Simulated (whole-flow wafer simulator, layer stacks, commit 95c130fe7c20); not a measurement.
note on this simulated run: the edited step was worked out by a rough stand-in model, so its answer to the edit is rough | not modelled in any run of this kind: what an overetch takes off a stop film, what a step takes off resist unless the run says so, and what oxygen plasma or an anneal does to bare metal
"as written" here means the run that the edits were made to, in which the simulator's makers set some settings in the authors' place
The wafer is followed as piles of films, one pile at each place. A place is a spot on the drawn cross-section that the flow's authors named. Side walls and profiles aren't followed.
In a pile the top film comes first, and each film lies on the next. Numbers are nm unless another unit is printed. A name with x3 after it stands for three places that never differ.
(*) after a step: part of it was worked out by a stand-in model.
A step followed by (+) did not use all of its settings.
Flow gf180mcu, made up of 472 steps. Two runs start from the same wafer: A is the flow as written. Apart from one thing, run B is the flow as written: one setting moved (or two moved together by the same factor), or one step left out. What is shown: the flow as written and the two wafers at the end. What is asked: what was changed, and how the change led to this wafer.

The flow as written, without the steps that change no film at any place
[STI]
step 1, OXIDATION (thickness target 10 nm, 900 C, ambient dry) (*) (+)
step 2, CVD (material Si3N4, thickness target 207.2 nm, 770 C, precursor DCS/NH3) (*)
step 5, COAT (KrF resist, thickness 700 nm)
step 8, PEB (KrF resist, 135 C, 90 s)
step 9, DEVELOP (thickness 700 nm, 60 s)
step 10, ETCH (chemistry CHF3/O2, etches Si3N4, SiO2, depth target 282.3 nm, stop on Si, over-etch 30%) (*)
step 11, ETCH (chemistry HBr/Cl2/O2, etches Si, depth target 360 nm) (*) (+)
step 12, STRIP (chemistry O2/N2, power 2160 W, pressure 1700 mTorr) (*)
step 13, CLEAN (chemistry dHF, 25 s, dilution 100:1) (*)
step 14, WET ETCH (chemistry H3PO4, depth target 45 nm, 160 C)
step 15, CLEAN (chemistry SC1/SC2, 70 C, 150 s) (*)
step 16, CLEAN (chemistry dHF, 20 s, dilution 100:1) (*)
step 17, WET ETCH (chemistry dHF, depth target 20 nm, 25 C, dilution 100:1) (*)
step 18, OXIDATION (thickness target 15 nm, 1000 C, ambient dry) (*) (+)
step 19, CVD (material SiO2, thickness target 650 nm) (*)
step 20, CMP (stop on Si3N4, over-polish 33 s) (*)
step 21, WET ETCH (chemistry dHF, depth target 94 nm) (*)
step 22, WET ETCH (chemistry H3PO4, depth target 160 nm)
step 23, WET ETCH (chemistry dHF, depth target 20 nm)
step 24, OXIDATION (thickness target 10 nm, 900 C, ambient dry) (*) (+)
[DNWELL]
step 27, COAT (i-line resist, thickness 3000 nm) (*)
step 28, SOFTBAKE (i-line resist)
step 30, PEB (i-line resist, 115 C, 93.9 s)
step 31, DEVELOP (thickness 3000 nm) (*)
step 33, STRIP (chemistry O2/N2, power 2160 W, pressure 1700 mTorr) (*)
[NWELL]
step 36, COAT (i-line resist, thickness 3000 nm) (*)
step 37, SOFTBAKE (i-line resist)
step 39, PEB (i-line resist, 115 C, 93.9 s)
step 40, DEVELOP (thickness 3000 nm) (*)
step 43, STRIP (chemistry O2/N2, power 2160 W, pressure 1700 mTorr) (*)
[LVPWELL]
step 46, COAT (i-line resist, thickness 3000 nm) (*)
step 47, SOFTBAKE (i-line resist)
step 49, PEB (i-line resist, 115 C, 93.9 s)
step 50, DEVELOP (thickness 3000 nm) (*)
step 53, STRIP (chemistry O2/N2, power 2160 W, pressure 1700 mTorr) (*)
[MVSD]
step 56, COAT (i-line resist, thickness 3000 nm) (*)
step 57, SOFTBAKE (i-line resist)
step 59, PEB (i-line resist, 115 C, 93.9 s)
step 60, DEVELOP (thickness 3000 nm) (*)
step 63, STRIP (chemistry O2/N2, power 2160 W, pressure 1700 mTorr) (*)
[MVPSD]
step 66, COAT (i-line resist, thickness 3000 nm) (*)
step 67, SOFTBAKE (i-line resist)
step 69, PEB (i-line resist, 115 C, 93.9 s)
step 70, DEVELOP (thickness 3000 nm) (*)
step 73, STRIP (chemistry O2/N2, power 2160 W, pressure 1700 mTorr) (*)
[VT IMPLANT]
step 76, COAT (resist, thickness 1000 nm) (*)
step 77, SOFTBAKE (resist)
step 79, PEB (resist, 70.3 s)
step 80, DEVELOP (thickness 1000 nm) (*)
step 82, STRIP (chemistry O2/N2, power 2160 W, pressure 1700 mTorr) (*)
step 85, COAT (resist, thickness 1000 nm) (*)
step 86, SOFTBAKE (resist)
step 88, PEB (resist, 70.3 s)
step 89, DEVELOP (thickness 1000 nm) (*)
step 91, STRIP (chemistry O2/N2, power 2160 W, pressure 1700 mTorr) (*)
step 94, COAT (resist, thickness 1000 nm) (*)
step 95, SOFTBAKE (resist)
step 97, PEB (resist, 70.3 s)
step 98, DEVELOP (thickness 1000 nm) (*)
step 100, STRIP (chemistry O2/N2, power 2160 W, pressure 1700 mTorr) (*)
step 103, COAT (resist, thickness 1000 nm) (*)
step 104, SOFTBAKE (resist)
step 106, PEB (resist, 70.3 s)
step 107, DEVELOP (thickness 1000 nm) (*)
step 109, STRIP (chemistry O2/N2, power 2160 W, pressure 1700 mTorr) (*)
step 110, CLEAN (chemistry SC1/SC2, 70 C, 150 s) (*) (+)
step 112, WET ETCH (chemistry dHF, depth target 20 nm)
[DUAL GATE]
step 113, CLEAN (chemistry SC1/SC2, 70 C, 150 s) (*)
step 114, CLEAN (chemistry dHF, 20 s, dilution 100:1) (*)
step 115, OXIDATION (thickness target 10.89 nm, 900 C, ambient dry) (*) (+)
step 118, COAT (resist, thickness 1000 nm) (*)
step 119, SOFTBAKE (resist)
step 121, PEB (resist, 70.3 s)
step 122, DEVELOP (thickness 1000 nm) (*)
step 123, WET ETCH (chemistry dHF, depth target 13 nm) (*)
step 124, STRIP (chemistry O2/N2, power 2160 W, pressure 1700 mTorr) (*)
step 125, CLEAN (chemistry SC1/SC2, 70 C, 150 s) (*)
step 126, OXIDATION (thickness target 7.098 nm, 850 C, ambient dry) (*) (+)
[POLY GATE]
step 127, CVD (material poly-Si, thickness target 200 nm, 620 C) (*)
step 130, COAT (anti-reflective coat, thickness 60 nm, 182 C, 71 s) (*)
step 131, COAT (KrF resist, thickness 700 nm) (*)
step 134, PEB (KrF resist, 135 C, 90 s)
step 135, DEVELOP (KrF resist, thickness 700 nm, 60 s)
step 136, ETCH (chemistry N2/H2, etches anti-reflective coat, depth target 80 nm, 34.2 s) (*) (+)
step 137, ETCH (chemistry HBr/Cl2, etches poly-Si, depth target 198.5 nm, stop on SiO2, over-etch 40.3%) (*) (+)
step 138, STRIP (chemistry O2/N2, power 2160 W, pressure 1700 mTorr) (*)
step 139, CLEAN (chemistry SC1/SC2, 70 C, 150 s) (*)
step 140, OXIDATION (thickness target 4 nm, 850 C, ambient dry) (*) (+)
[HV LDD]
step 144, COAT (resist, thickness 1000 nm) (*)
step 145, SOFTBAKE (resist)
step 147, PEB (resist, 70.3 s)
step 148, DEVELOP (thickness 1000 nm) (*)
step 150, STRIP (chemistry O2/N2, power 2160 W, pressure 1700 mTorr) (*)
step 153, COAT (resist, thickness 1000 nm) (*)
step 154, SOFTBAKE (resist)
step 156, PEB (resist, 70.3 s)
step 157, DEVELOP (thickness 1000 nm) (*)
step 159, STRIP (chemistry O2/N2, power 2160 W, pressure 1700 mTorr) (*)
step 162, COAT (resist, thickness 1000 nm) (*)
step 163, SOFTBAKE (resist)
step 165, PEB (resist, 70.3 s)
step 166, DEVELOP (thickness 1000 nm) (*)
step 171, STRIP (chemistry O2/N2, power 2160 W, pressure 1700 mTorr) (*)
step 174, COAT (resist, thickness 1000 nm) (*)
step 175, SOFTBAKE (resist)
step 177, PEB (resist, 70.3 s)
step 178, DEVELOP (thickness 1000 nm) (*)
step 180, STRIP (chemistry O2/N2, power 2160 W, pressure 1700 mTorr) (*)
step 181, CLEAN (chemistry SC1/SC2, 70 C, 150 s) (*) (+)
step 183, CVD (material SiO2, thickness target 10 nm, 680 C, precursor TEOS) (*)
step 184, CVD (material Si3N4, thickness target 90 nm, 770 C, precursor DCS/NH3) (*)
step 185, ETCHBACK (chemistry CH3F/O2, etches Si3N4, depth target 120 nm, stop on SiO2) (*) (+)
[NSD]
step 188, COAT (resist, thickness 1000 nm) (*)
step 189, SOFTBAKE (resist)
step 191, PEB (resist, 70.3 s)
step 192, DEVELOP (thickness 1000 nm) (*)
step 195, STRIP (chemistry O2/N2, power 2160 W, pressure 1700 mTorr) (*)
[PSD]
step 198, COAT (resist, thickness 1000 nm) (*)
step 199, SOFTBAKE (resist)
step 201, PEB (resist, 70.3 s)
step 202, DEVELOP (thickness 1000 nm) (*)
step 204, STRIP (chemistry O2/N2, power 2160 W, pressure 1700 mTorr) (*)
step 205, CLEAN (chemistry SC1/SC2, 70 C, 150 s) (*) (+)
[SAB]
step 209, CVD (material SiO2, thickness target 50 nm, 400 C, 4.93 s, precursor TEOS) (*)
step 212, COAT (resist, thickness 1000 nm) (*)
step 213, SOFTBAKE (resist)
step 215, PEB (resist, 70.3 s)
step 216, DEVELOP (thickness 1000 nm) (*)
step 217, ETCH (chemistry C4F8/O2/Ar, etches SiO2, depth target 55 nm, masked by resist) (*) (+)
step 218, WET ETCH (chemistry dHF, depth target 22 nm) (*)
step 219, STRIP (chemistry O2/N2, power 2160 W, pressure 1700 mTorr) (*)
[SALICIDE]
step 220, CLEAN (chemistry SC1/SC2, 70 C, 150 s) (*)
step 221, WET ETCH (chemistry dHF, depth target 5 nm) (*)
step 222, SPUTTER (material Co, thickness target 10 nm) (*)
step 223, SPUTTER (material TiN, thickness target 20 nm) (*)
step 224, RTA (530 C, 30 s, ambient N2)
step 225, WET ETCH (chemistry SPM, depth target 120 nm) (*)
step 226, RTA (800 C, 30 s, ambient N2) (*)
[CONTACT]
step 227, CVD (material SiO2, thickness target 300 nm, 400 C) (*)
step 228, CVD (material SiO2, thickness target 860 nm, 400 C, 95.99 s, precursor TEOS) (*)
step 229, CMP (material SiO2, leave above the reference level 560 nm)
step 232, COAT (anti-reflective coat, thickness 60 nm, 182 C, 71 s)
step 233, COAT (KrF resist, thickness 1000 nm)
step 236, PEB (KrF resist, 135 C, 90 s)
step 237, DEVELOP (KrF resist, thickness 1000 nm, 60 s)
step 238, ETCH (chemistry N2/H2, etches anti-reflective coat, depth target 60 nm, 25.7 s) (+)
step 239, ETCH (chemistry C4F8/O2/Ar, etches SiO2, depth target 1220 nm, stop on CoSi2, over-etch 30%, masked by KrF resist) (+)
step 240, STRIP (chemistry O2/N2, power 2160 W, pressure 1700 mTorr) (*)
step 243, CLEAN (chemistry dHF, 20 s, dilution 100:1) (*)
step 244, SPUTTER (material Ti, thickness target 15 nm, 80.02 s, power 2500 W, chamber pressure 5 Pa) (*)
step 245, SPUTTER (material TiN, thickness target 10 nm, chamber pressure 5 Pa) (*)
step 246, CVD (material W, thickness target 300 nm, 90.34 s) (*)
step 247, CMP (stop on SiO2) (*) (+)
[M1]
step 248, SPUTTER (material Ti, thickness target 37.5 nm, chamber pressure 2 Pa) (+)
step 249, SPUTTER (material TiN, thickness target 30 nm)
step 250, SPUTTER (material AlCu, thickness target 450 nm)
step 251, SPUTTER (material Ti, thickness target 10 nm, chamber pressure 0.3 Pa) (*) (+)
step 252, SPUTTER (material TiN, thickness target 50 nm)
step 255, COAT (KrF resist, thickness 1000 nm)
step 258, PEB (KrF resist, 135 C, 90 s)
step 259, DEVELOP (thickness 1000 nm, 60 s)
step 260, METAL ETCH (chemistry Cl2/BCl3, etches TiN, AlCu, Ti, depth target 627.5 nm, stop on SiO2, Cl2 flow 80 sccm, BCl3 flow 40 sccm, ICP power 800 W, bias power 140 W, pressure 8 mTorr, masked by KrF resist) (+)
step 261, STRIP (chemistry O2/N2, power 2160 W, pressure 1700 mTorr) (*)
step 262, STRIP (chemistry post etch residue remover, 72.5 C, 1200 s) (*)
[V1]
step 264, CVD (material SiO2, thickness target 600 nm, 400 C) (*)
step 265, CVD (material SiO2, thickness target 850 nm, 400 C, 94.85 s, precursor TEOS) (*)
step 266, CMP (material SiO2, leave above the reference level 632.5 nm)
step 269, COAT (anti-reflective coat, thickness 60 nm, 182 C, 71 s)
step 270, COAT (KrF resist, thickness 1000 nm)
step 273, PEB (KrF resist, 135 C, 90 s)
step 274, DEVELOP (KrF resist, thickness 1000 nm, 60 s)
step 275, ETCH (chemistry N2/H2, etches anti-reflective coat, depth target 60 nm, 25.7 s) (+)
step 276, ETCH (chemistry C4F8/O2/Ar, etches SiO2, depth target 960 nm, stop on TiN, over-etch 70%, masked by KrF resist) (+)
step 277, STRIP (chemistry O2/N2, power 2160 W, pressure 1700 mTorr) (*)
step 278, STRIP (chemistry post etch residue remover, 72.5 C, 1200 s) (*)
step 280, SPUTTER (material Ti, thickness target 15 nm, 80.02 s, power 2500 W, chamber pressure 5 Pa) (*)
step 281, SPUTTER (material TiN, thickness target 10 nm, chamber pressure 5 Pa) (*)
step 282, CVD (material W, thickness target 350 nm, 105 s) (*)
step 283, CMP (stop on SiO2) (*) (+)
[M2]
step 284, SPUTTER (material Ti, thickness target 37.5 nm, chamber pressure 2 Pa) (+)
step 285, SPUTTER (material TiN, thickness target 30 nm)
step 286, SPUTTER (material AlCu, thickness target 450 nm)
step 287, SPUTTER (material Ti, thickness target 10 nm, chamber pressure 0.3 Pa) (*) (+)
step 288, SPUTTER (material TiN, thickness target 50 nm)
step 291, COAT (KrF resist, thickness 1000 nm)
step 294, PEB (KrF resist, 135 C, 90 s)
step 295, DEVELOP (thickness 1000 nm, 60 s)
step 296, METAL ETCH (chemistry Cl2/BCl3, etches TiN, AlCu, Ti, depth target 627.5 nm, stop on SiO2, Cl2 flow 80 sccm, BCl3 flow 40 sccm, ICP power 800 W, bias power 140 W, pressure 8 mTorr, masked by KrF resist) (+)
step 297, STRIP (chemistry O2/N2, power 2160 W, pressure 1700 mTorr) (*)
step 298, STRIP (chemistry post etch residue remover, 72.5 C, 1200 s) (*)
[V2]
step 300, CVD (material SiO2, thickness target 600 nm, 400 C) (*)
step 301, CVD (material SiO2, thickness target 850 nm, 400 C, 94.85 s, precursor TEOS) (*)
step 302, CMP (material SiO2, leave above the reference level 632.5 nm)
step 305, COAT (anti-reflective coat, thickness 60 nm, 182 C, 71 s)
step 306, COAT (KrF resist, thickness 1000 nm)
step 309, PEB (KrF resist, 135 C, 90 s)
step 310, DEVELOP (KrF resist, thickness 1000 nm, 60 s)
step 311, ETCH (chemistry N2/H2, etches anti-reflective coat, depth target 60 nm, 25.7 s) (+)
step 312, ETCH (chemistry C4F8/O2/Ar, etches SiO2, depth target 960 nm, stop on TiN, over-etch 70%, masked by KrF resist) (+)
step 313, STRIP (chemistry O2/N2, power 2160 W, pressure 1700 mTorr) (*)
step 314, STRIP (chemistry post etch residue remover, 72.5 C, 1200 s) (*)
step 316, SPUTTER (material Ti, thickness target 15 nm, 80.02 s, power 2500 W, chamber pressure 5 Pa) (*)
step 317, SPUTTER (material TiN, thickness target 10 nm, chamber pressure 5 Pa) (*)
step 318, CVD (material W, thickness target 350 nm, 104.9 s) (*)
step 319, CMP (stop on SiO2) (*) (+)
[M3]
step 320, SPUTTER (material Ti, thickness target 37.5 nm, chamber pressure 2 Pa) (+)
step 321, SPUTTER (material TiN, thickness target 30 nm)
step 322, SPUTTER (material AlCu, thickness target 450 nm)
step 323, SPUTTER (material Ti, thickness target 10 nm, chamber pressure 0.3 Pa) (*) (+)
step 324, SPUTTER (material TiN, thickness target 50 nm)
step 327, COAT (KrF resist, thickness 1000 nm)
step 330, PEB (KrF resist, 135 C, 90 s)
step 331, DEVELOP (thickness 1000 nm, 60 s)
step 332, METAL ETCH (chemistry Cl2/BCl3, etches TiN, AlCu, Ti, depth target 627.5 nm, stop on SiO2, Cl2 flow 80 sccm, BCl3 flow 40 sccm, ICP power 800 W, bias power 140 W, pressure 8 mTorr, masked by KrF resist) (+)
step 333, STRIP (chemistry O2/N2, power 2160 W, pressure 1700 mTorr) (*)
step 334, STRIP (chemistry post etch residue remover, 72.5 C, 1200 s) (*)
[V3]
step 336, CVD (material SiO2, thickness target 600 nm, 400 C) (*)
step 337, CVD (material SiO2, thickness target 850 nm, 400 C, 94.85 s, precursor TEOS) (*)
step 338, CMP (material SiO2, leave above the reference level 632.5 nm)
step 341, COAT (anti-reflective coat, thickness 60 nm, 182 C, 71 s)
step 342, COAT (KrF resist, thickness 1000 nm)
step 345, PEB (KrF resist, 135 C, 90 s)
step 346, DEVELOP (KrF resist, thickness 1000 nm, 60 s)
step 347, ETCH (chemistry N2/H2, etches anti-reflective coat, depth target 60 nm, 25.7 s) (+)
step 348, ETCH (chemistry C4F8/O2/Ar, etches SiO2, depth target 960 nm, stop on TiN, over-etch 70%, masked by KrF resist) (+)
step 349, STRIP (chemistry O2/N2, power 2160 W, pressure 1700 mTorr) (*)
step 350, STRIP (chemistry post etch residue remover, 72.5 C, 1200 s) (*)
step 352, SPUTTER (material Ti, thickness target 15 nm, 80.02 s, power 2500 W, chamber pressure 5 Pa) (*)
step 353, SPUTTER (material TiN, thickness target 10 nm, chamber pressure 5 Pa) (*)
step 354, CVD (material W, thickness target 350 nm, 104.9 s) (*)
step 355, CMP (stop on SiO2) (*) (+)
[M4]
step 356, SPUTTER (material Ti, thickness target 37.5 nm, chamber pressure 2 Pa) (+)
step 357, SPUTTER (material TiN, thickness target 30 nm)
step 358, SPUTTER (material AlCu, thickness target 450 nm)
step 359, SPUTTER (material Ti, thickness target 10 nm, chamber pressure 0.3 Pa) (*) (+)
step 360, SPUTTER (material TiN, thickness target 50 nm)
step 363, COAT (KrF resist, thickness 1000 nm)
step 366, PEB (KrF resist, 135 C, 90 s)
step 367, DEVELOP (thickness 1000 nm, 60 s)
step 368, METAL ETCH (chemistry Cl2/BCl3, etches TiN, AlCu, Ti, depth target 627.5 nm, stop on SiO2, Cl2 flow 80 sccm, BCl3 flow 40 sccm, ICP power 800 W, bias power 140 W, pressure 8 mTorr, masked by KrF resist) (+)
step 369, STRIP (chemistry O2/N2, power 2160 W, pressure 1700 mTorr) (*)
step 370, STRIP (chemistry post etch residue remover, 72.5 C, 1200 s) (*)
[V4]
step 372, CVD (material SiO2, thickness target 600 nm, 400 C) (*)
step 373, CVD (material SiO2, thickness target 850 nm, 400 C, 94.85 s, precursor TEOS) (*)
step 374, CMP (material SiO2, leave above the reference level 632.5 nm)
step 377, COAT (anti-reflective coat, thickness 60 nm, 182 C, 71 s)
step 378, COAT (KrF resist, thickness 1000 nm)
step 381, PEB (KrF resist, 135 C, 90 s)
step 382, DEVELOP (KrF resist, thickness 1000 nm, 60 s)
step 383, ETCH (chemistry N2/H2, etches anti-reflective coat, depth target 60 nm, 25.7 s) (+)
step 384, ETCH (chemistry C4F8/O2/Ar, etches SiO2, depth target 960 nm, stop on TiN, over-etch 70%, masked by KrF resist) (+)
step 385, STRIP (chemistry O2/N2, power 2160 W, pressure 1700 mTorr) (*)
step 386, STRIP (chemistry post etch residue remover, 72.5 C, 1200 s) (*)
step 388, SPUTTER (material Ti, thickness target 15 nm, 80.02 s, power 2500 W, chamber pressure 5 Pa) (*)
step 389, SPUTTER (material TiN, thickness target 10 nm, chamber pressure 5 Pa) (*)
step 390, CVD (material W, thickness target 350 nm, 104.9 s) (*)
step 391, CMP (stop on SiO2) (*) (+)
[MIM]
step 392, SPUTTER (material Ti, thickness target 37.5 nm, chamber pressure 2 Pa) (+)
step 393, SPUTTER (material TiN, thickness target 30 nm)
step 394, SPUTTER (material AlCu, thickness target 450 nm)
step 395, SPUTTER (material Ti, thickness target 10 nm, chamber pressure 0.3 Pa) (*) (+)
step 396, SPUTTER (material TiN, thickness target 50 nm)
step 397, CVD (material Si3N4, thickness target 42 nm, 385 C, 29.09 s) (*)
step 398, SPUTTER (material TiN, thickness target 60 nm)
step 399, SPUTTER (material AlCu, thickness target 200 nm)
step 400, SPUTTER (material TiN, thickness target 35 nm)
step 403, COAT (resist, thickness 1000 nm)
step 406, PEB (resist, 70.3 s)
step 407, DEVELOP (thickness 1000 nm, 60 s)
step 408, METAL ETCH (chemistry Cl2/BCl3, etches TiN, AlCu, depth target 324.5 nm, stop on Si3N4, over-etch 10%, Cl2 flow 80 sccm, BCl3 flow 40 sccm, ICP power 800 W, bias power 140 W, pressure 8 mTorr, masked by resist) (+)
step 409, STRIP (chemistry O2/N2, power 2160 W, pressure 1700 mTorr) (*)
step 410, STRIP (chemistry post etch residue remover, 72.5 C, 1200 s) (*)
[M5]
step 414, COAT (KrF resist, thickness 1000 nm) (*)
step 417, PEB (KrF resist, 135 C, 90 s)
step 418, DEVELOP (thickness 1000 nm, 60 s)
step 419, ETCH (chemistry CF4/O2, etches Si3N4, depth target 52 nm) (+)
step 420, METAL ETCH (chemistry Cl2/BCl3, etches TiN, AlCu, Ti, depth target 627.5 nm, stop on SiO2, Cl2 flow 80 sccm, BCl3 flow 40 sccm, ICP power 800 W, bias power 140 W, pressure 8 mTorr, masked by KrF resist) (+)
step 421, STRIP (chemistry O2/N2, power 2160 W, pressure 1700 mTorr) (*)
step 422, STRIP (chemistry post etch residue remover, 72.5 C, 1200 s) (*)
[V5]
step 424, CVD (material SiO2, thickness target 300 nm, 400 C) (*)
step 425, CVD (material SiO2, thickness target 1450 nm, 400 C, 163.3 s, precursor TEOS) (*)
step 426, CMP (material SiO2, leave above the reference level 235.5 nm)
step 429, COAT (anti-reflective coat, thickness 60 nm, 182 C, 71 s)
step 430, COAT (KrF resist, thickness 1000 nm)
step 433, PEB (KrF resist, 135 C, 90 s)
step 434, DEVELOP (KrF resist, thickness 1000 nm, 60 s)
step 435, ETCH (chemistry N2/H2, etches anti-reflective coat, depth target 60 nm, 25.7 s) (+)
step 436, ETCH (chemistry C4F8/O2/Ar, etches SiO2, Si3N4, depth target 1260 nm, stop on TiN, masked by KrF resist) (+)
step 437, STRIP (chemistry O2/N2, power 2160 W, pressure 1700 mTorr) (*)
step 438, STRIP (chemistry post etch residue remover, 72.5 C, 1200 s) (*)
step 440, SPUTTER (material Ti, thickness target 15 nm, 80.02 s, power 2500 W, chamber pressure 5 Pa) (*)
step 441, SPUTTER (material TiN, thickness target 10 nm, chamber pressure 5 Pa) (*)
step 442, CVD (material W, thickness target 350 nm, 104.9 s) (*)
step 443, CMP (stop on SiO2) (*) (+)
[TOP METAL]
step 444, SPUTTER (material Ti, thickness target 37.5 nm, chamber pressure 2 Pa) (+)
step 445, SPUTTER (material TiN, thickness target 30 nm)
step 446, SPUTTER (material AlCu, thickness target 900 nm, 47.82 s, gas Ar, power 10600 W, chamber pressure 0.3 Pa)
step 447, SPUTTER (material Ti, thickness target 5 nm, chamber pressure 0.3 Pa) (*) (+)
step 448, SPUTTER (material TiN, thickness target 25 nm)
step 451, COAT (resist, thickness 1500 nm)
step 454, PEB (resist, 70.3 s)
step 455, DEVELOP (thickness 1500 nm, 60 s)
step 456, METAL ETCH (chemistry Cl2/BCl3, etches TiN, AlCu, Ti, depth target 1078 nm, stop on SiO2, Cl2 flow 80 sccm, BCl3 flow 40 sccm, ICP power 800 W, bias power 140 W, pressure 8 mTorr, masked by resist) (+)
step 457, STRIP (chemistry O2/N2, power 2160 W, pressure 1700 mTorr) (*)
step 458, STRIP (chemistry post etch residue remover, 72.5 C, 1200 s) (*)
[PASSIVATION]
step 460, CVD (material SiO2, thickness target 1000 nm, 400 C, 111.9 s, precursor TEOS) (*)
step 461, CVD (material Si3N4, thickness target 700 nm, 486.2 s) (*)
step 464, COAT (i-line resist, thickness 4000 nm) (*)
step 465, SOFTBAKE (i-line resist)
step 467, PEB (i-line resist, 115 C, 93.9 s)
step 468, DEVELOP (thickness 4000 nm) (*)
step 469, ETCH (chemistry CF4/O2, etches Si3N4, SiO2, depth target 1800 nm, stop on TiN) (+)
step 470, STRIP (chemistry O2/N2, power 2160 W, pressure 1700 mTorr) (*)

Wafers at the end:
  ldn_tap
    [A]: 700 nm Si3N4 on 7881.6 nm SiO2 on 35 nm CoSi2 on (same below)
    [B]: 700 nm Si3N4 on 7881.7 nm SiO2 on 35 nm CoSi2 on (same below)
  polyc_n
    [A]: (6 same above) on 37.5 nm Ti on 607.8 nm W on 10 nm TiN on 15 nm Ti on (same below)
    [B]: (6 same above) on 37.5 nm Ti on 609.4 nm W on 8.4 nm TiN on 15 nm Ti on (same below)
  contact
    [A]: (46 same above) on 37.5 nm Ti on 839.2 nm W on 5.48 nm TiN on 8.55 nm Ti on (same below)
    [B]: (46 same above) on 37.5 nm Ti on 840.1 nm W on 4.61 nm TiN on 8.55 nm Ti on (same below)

What caused this: step 245, SPUTTER: thickness target 8.4 nm was run, while the flow as written has thickness target 10 nm.
The wafer lets one read it off: polyc_n has TiN 8.4, and step 245 as written asks for 10 nm.

How this came from the change, step by step:
  step 245, SPUTTER (material TiN, thickness target 10 nm, chamber pressure 5 Pa) (*)
      field, field__w1, field__w2 and 107 more: A +10 TiN (new film) | B +8.4 TiN (new film)
      contact: A +5.48 TiN (new film) | B +4.61 TiN (new film)
  step 247, CMP (stop on SiO2) (*) (+)
      field, field__w1, field__w2 and 83 more: A -300 W (all of it), -10 TiN (all of it), -15 Ti (all of it), -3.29 SiO2 | B -300 W (all of it), -8.4 TiN (all of it), -15 Ti (all of it), -3.28 SiO2
      n_well, m1, active_hv and 19 more: A -300 W (all of it), -10 TiN (all of it), -15 Ti (all of it), -3.29 SiO2 | B -300 W (all of it), -8.4 TiN (all of it), -15 Ti (all of it), -3.27 SiO2
